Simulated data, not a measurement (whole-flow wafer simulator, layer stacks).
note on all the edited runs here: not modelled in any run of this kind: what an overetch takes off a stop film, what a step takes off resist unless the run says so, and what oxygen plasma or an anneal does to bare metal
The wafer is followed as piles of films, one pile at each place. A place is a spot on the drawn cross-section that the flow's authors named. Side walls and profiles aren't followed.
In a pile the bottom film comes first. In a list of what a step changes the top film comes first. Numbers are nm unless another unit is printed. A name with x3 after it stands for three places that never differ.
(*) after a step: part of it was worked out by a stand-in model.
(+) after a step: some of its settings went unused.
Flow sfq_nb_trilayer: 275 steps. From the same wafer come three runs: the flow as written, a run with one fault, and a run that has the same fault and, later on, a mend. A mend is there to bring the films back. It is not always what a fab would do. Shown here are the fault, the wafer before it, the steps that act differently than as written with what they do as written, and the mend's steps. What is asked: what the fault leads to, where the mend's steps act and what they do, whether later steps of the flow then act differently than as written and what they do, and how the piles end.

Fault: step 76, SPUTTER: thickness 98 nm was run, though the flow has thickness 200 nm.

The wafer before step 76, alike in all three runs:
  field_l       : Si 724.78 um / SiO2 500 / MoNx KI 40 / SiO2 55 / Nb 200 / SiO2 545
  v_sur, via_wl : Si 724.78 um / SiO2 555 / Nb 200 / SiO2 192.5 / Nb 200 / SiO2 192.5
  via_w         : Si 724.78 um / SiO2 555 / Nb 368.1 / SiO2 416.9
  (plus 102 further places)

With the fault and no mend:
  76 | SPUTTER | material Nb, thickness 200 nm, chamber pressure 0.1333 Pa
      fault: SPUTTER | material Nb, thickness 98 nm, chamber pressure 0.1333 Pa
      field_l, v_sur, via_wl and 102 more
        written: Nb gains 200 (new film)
        fault: Nb gains 98 (new film)
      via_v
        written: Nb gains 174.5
        fault: Nb gains 86.3
  Later steps of the flow acting differently than as written (4 other steps are not shown; they differ only slightly, by no more than 2% or 0.5 nm, whichever is larger):
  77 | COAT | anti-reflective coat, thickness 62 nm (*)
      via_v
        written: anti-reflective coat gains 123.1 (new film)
        fault: anti-reflective coat gains 118.8 (new film)
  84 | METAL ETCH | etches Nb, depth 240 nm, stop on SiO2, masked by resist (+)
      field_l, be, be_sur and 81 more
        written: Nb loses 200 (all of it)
        fault: Nb loses 98 (all of it)
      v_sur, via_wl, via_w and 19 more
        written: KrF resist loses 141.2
        fault: KrF resist loses 86.5
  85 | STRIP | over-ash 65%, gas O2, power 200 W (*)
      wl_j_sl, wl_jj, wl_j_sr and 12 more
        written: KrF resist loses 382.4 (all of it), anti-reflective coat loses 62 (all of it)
        fault: KrF resist loses 437.1 (all of it), anti-reflective coat loses 62 (all of it)
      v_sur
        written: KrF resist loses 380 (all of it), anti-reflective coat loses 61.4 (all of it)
        fault: KrF resist loses 434.8 (all of it), anti-reflective coat loses 61.4 (all of it)
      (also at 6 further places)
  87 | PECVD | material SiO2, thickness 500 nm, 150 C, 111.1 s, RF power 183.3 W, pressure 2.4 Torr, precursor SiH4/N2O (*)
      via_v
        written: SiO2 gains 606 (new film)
        fault: SiO2 gains 581 (new film)
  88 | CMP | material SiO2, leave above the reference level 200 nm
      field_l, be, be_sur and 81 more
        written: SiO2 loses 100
        fault: SiO2 loses 202
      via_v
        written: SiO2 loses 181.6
        fault: SiO2 loses 170.4
  The piles end different from the flow's at field_l, v_sur, via_wl and 103 more by more than 2% or 0.5 nm, whichever is larger.
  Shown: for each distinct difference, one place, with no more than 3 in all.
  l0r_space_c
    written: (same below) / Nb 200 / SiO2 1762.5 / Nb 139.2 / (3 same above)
    fault: (same below) / Nb 200 / SiO2 1660.5 / Nb 139.2 / (3 same above)
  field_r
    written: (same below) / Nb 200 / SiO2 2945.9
    fault: (same below) / Nb 200 / SiO2 2843.9
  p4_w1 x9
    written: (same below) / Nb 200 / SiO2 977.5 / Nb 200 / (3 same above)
    fault: (same below) / Nb 200 / SiO2 875.5 / Nb 200 / (3 same above)

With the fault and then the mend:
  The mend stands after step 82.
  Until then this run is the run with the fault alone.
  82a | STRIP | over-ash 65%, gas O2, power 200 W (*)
      p4_fl x3, p4_w1 x9, p4_g1 x2 and 48 more
        anti-reflective coat loses 62 (all of it)
      wl_j_sl, wl_jj, wl_j_sr and 12 more
        KrF resist loses 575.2 (all of it), anti-reflective coat loses 62 (all of it)
      moat, field_r, lsp_l and 6 more
        anti-reflective coat loses 61.8 (all of it)
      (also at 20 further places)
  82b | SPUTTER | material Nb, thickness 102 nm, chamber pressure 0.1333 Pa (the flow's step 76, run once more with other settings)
      field_l, v_sur, via_wl and 102 more
        Nb gains 102
      via_v
        Nb gains 83.8
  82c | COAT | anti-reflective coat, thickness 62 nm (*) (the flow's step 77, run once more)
      p4_fl x3, p4_w1 x9, p4_g1 x2 and 63 more
        anti-reflective coat gains 62 (new film)
      moat, field_r, lsp_l and 6 more
        anti-reflective coat gains 61.8 (new film)
      be_r, r_sur, res, r_end
        anti-reflective coat gains 61.7 (new film)
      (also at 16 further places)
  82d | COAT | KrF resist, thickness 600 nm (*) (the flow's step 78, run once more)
      p4_fl x3, p4_w1 x9, p4_g1 x2 and 63 more
        KrF resist gains 600 (new film)
      field_r, lsp_l, ln_m5, l0v
        KrF resist gains 599.5 (new film)
      lsp_m, ln_m6, lsp_r, l0_sur
        KrF resist gains 599.6 (new film)
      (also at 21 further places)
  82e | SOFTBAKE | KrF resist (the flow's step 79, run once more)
      alters no film at any place that is followed
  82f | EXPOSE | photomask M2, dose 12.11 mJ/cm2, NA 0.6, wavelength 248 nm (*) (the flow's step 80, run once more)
      alters no film at any place that is followed
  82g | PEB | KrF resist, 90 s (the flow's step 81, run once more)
      field_l, v_sur, via_wl and 97 more
        KrF resist loses 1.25
      via_w, via_wr, via_sp, wire, be
        KrF resist loses 1.24
      via_v
        KrF resist loses 1.6
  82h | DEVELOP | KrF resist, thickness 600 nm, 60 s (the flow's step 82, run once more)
      p4_fl x3, p4_w1 x9, p4_g1 x2 and 48 more
        KrF resist loses 598.7 (all of it)
      v_sur, via_wl, via_w and 19 more
        KrF resist loses 23.5
      lsp_l, ln_m5, lsp_m, ln_m6, lsp_r, l0_sur, l0v
        KrF resist loses 598.3 (all of it)
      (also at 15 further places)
  Later steps of the flow that are run all act as written at every place that is followed, up to a difference of at most 2% or 0.5 nm, whichever is larger.
  The piles end only slightly different from the flow's at the places that both follow, by no more than 2% or 0.5 nm, whichever is larger.
